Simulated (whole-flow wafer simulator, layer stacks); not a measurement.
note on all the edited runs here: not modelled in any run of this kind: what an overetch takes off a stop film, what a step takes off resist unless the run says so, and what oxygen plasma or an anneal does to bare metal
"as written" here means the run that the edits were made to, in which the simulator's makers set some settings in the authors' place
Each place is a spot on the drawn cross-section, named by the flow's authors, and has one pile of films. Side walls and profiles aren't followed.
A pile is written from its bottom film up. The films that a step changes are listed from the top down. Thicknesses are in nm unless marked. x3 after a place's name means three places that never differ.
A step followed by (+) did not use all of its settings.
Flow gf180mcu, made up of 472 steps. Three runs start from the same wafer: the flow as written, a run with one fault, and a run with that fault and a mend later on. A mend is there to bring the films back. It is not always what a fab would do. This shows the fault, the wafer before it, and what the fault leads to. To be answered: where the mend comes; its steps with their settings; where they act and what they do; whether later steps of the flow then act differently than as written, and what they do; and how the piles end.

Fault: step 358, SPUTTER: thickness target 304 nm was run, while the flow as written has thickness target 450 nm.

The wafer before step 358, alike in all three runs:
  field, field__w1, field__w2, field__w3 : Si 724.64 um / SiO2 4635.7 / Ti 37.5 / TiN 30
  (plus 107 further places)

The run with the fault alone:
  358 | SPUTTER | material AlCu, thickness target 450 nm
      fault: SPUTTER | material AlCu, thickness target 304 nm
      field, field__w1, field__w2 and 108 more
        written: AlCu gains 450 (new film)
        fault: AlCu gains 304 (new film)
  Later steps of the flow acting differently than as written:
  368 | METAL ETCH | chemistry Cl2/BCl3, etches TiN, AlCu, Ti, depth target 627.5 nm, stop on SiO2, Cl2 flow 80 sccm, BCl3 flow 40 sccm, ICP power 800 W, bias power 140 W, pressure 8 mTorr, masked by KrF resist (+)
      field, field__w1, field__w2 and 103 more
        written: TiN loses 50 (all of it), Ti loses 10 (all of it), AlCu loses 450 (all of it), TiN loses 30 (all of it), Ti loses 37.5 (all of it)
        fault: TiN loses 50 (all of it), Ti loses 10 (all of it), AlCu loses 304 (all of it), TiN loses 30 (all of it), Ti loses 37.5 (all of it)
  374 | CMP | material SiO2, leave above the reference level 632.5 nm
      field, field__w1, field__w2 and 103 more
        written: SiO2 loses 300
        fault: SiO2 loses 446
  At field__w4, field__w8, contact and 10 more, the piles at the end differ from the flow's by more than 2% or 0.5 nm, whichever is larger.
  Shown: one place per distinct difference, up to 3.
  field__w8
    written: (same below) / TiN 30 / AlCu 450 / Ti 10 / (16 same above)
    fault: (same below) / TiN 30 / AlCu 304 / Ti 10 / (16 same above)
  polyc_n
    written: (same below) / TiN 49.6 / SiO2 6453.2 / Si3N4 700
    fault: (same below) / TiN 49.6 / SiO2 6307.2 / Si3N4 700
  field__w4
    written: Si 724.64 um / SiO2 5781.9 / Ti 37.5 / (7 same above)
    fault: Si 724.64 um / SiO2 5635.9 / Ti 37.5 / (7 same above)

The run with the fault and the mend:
  The mend follows step 358.
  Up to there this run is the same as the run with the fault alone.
  358a | SPUTTER | material AlCu, thickness target 146 nm (the flow's step 358 again, with other settings)
      field, field__w1, field__w2 and 108 more
        AlCu gains 146
  Every later step of the flow that is run acts as written at every place that is followed.
  By the end, the piles equal the flow's at every place that both follow.
